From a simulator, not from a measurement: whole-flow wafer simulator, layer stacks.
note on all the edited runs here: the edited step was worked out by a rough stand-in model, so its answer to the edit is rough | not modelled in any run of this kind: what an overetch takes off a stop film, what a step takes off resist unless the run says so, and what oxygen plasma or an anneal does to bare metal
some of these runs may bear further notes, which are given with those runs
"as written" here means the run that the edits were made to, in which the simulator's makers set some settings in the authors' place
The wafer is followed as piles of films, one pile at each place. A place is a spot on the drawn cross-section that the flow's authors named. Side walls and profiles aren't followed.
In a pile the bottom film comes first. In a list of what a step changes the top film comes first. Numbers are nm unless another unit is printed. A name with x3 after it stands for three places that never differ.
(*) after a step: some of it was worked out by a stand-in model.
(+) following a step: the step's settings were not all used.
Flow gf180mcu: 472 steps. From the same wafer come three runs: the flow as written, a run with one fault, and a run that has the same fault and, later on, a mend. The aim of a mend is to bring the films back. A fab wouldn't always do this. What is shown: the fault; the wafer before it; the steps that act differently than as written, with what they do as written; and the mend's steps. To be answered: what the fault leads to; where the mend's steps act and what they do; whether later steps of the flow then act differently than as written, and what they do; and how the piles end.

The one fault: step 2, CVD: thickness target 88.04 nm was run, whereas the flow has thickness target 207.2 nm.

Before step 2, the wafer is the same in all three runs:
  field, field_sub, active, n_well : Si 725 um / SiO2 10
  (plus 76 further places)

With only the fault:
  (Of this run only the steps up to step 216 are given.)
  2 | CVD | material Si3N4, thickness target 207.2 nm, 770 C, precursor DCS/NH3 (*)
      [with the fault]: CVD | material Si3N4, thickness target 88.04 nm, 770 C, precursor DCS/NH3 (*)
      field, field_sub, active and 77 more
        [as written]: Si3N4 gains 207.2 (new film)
        [with the fault]: Si3N4 gains 88 (new film)
  Steps further on in the flow that do not act as written (6 more steps, not shown, differ only slightly: by at most 2% or 0.5 nm, whichever is larger):
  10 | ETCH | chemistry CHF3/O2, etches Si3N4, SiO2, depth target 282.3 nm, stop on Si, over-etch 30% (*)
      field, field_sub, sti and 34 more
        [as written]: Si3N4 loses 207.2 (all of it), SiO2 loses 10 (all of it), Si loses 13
        [with the fault]: Si3N4 loses 88 (all of it), SiO2 loses 10 (all of it), Si loses 36.9
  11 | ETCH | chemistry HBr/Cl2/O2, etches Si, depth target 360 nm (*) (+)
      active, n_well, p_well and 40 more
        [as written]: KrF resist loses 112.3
        [with the fault]: KrF resist loses 104.4
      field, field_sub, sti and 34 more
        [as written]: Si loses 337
        [with the fault]: Si loses 313.1
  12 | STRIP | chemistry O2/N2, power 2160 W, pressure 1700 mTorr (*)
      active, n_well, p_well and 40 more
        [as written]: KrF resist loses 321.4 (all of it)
        [with the fault]: KrF resist loses 329.3 (all of it)
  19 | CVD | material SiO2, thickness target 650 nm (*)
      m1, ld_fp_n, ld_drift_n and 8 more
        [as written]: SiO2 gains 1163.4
        [with the fault]: SiO2 gains 1044.3
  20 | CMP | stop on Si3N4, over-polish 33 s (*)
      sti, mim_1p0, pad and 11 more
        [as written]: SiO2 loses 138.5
        [with the fault]: SiO2 loses 257.6
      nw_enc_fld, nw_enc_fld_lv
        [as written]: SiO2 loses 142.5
        [with the fault]: SiO2 loses 261.6
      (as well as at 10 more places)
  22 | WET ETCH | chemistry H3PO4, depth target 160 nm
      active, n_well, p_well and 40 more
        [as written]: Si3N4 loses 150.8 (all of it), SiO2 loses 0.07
        [with the fault]: Si3N4 loses 31.6 (all of it), SiO2 loses 1
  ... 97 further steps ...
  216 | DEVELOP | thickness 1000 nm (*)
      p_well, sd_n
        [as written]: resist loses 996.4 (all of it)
        [with the fault]: resist loses 891.2 (all of it)
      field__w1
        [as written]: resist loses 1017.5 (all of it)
        [with the fault]: resist loses 1079.9 (all of it)
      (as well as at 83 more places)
  After step 216, at field, field__w1, field__w2 and 68 more, the piles differ from the flow's by more than 2% or 0.5 nm, whichever is larger.
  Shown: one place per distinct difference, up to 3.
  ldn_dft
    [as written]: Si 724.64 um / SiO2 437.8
    [with the fault]: Si 724.63 um / SiO2 273.1 / Si3N4 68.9 / SiO2 50
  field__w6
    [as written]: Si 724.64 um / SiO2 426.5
    [with the fault]: Si 724.63 um / SiO2 254.4 / poly-Si 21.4 / SiO2 58.6
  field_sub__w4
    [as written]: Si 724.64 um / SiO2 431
    [with the fault]: Si 724.63 um / SiO2 258.7 / poly-Si 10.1 / SiO2 58.9

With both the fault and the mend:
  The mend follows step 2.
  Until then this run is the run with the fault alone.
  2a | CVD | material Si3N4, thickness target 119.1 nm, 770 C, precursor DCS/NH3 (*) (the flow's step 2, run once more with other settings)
      field, field_sub, active and 77 more
        Si3N4 gains 119.1
  None of the later steps of the flow acts differently than as written at any place that is followed.
  By the end, the piles equal the flow's at every place that both follow.
